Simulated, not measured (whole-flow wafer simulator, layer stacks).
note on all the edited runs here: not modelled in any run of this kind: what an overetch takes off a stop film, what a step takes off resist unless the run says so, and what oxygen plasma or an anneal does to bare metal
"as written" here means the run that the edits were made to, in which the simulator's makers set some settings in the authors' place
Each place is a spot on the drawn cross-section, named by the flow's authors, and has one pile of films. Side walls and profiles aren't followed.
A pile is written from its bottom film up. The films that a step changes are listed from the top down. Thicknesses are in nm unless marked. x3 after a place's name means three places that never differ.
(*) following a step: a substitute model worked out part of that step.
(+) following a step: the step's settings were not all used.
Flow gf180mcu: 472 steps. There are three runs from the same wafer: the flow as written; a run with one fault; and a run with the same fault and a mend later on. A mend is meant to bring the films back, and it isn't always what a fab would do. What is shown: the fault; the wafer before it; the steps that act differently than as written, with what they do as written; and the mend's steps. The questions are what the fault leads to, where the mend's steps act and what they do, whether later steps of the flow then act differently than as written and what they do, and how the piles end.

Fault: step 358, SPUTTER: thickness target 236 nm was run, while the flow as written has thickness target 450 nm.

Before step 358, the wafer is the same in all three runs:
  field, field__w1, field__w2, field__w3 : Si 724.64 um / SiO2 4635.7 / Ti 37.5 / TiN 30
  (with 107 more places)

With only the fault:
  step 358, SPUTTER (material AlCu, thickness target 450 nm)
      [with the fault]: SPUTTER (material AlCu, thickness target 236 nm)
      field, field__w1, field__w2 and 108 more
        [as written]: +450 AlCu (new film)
        [with the fault]: +236 AlCu (new film)
  Later steps of the flow acting differently than as written:
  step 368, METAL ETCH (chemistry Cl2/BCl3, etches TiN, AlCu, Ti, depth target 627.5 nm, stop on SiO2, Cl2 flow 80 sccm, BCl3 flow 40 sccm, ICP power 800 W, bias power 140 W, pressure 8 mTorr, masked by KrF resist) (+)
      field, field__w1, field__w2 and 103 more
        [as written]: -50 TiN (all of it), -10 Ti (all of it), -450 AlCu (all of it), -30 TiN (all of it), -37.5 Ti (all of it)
        [with the fault]: -50 TiN (all of it), -10 Ti (all of it), -236 AlCu (all of it), -30 TiN (all of it), -37.5 Ti (all of it)
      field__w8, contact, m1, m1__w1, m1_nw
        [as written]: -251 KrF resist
        [with the fault]: -218.1 KrF resist
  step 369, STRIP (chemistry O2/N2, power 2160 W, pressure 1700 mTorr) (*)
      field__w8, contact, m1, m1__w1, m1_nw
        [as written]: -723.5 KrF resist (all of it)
        [with the fault]: -756.4 KrF resist (all of it)
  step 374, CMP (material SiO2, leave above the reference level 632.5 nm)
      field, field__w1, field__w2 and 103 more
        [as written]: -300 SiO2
        [with the fault]: -514 SiO2
  By the end, the piles at field, field__w1, field__w2 and 109 more depart from the flow's by more than 2% or 0.5 nm, whichever is larger.
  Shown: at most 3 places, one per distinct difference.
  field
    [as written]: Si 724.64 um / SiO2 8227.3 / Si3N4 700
    [with the fault]: Si 724.64 um / SiO2 8013.3 / Si3N4 700
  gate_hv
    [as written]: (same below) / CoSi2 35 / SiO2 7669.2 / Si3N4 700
    [with the fault]: (same below) / CoSi2 35 / SiO2 7455.2 / Si3N4 700
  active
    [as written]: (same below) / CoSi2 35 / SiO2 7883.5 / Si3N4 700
    [with the fault]: (same below) / CoSi2 35 / SiO2 7669.5 / Si3N4 700

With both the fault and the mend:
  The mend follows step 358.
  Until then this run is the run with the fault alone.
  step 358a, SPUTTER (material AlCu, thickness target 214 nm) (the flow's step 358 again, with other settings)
      field, field__w1, field__w2 and 108 more
        +214 AlCu
  Later steps of the flow that are run all act as written at every place that is followed.
  The piles end the same as the flow's at every place that both follow.
